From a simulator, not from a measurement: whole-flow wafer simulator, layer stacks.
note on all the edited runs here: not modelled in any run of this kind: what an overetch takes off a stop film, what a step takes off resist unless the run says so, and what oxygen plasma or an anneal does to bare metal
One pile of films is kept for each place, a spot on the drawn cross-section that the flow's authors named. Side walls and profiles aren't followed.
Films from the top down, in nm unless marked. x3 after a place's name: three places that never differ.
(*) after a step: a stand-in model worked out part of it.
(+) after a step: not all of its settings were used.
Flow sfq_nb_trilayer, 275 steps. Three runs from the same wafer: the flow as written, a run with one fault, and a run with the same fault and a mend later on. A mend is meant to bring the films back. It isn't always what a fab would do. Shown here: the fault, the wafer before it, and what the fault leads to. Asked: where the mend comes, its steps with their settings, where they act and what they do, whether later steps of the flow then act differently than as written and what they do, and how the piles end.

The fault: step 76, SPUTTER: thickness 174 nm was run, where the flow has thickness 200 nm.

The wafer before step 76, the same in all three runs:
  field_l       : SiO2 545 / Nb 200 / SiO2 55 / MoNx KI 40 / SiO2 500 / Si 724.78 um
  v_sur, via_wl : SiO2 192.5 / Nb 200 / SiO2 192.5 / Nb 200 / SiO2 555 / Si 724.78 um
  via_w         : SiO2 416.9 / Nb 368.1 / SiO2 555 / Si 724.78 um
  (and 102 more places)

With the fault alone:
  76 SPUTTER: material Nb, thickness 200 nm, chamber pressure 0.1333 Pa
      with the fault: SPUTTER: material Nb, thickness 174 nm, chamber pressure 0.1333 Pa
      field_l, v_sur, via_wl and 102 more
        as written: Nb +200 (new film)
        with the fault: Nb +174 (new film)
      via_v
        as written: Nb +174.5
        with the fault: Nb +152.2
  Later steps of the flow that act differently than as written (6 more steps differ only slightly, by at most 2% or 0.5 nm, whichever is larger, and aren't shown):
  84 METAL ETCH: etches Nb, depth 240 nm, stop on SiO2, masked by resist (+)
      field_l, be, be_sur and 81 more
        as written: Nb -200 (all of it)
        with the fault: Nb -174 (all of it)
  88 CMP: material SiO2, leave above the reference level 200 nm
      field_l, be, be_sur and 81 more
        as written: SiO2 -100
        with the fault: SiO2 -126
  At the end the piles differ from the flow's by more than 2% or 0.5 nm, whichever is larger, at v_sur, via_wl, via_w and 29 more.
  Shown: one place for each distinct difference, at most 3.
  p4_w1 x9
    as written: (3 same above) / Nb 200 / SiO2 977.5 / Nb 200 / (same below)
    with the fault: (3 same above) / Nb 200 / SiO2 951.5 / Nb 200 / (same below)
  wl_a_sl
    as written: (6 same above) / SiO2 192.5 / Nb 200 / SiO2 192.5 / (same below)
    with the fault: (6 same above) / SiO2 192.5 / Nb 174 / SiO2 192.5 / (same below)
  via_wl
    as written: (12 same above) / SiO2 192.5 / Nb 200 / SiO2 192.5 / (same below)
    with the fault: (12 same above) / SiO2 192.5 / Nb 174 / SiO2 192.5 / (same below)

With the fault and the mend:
  The mend comes after step 82.
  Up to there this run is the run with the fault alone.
  82a STRIP: over-ash 65%, gas O2, power 200 W (*)
      p4_fl x3, p4_w1 x9, p4_g1 x2 and 48 more
        anti-reflective coat -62 (all of it)
      wl_j_sl, wl_jj, wl_j_sr and 12 more
        KrF resist -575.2 (all of it), anti-reflective coat -62 (all of it)
      moat, field_r, lsp_l and 6 more
        anti-reflective coat -61.8 (all of it)
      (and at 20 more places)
  82b SPUTTER: material Nb, thickness 26 nm, chamber pressure 0.1333 Pa (the flow's step 76 once more, with other settings)
      field_l, v_sur, via_wl and 102 more
        Nb +26
      via_v
        Nb +20.1
  82c COAT: anti-reflective coat, thickness 62 nm (*) (the flow's step 77 once more)
      p4_fl x3, p4_w1 x9, p4_g1 x2 and 63 more
        anti-reflective coat +62 (new film)
      moat, field_r, lsp_l and 6 more
        anti-reflective coat +61.8 (new film)
      be_r, r_sur, res, r_end
        anti-reflective coat +61.7 (new film)
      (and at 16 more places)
  82d COAT: KrF resist, thickness 600 nm (*) (the flow's step 78 once more)
      p4_fl x3, p4_w1 x9, p4_g1 x2 and 63 more
        KrF resist +600 (new film)
      field_r, lsp_l, ln_m5, l0v
        KrF resist +599.5 (new film)
      lsp_m, ln_m6, lsp_r, l0_sur
        KrF resist +599.6 (new film)
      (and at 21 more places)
  82e SOFTBAKE: KrF resist (the flow's step 79 once more)
      changes no film at any place that is followed
  82f EXPOSE: photomask M2, dose 12.11 mJ/cm2, NA 0.6, wavelength 248 nm (*) (the flow's step 80 once more)
      changes no film at any place that is followed
  82g PEB: KrF resist, 90 s (the flow's step 81 once more)
      field_l, v_sur, via_wl and 97 more
        KrF resist -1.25
      via_w, via_wr, via_sp, wire, be
        KrF resist -1.24
      via_v
        KrF resist -1.59
  82h DEVELOP: KrF resist, thickness 600 nm, 60 s (the flow's step 82 once more)
      p4_fl x3, p4_w1 x9, p4_g1 x2 and 48 more
        KrF resist -598.7 (all of it)
      v_sur, via_wl, via_w and 19 more
        KrF resist -23.5
      lsp_l, ln_m5, lsp_m, ln_m6, lsp_r, l0_sur, l0v
        KrF resist -598.3 (all of it)
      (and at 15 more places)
  No later step of the flow acts differently than as written, at any place that is followed, by more than 2% or 0.5 nm, whichever is larger.
  At the end the piles differ from the flow's only slightly at the places that both follow, by at most 2% or 0.5 nm, whichever is larger.
